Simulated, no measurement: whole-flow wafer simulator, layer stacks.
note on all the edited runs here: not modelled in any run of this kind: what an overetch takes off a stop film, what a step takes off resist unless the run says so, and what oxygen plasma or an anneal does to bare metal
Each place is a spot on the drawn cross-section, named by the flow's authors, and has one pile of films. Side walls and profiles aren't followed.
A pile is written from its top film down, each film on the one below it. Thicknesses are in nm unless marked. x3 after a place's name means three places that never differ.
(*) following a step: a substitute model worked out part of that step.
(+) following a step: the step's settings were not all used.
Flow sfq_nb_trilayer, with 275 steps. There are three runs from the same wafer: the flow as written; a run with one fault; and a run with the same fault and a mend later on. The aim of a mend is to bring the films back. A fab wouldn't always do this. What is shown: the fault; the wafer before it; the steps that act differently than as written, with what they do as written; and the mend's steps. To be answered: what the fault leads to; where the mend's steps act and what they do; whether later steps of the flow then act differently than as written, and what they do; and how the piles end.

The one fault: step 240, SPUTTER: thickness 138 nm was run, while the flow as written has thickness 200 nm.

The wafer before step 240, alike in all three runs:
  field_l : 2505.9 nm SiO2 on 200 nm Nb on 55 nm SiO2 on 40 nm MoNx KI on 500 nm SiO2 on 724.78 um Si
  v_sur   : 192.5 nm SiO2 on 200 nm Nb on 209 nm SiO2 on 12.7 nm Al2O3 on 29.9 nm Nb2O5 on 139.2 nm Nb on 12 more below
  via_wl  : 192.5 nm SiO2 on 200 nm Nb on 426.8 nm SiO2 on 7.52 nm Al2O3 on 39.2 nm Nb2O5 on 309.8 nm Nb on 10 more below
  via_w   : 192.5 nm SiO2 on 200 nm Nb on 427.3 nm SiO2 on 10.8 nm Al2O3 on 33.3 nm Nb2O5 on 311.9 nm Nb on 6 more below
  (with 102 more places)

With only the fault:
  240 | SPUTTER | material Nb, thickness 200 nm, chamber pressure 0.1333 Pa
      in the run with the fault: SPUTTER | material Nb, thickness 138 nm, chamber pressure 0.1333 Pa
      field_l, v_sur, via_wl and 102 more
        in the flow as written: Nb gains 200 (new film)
        in the run with the fault: Nb gains 138 (new film)
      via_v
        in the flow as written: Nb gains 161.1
        in the run with the fault: Nb gains 111
  Steps later in the flow that act otherwise than as written (not shown: 3 more steps that differ only slightly, by at most 2% or 0.5 nm, whichever is larger):
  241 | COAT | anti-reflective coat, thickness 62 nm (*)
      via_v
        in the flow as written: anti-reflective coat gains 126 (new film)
        in the run with the fault: anti-reflective coat gains 122.4 (new film)
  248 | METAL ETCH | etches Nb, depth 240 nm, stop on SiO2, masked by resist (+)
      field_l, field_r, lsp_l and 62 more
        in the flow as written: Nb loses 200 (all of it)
        in the run with the fault: Nb loses 138 (all of it)
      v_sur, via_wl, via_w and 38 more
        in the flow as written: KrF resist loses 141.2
        in the run with the fault: KrF resist loses 121.8
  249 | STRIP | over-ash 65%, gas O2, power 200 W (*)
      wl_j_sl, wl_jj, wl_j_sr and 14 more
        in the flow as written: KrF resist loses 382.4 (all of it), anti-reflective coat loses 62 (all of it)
        in the run with the fault: KrF resist loses 401.8 (all of it), anti-reflective coat loses 62 (all of it)
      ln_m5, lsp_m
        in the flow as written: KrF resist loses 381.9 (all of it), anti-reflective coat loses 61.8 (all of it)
        in the run with the fault: KrF resist loses 401.3 (all of it), anti-reflective coat loses 61.8 (all of it)
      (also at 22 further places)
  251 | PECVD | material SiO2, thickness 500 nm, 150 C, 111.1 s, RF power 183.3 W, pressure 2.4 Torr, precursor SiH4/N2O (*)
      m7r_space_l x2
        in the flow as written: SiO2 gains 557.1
        in the run with the fault: SiO2 gains 500
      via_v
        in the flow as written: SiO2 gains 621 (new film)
        in the run with the fault: SiO2 gains 602.5 (new film)
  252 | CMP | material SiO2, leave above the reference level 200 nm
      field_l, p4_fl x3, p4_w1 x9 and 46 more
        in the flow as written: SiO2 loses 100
        in the run with the fault: SiO2 loses 162
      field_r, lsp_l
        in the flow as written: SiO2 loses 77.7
        in the run with the fault: SiO2 loses 146.6
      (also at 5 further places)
  At field_l, v_sur, via_wl and 103 more, the piles at the end differ from the flow's by more than 2% or 0.5 nm, whichever is larger.
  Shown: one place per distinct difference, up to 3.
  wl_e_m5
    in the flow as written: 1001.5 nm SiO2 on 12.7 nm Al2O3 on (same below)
    in the run with the fault: 939.5 nm SiO2 on 12.7 nm Al2O3 on (same below)
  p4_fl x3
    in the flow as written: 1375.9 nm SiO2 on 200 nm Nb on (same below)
    in the run with the fault: 1313.9 nm SiO2 on 200 nm Nb on (same below)
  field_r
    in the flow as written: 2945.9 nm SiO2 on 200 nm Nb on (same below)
    in the run with the fault: 2883.9 nm SiO2 on 200 nm Nb on (same below)

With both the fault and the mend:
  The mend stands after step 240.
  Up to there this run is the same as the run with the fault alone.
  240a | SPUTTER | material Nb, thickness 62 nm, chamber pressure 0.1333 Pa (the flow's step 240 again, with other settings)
      field_l, v_sur, via_wl and 102 more
        Nb gains 62
      via_v
        Nb gains 46.5
  Every later step of the flow that is run acts as written, at every place that is followed, to within 2% or 0.5 nm, whichever is larger.
  At the end the piles are close to the flow's at the places that both follow, differing by at most 2% or 0.5 nm, whichever is larger.
